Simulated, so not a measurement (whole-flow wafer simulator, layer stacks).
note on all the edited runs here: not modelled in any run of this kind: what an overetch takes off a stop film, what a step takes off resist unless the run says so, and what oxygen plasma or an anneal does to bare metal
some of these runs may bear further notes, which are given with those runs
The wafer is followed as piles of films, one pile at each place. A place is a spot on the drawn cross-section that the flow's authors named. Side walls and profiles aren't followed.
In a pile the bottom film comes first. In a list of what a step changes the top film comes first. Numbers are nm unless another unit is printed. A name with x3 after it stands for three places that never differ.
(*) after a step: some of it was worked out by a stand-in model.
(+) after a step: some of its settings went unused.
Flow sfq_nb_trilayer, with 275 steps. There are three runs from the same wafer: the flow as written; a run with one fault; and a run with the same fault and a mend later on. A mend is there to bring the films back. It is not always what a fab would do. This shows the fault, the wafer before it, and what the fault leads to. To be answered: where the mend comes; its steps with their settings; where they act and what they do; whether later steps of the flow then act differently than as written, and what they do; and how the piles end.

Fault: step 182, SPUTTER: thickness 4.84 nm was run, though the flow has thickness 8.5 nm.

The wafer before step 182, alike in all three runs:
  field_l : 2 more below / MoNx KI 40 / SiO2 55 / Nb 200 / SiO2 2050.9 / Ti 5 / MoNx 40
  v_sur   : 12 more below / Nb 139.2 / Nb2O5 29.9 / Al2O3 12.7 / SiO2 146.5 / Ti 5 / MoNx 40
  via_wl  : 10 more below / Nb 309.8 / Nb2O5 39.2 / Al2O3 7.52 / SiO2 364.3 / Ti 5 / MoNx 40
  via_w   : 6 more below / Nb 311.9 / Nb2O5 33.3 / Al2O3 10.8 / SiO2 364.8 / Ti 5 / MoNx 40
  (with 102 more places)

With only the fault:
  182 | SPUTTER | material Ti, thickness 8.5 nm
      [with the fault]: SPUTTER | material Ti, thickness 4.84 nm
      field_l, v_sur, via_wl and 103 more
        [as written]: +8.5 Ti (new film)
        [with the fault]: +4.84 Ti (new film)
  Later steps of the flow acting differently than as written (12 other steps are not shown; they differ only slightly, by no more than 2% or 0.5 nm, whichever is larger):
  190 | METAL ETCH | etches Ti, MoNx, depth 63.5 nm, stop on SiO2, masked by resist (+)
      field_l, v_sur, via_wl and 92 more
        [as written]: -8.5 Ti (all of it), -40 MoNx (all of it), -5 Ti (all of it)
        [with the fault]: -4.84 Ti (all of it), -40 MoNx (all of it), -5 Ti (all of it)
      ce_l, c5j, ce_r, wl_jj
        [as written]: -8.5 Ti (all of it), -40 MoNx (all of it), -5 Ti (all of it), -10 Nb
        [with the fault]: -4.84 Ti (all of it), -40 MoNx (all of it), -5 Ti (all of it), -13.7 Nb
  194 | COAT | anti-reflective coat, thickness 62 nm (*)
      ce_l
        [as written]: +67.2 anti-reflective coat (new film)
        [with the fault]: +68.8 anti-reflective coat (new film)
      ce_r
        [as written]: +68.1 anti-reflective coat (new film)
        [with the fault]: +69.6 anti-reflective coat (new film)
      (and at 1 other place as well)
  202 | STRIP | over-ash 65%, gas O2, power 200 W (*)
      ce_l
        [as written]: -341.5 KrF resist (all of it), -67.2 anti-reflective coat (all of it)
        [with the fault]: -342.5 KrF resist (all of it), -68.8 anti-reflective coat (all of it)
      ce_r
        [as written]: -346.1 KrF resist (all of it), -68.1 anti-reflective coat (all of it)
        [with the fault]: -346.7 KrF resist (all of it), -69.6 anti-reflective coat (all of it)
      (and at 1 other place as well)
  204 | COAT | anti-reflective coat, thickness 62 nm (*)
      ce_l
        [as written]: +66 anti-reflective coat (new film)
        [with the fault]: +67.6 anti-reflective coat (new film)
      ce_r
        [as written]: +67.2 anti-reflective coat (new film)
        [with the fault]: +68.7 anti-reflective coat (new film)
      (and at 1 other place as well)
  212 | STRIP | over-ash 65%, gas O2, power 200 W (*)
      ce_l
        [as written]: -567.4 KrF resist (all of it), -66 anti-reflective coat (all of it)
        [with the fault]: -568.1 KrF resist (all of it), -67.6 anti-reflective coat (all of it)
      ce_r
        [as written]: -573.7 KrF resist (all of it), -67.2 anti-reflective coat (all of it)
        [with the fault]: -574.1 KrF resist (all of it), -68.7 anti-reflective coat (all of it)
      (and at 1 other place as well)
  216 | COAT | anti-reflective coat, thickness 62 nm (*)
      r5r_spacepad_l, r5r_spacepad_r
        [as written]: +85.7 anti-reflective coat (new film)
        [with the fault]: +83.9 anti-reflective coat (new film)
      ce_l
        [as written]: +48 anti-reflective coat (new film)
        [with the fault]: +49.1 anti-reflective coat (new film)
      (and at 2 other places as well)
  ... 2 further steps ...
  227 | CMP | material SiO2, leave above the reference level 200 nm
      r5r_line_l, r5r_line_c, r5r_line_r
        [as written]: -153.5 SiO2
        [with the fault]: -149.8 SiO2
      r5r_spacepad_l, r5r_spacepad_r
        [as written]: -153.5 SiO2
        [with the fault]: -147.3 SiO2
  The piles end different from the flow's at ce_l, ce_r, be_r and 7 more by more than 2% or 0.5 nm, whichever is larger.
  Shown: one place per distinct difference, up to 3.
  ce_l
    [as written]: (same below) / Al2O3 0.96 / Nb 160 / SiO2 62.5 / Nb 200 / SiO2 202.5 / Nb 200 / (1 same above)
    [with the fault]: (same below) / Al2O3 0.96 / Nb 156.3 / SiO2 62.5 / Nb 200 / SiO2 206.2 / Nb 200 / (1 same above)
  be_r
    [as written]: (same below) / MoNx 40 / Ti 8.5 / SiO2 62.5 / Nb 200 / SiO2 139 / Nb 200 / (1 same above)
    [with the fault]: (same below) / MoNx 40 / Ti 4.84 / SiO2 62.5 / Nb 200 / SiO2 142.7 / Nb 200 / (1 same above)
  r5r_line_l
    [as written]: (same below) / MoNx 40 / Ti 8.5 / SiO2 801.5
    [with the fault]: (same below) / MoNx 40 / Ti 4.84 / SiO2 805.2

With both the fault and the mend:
  The mend stands after step 182.
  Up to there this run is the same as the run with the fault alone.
  182a | SPUTTER | material Ti, thickness 3.66 nm (the flow's step 182 again, with other settings)
      field_l, v_sur, via_wl and 103 more
        +3.66 Ti
  Later steps of the flow that are run all act as written at every place that is followed.
  The piles end the same as the flow's at every place that both follow.
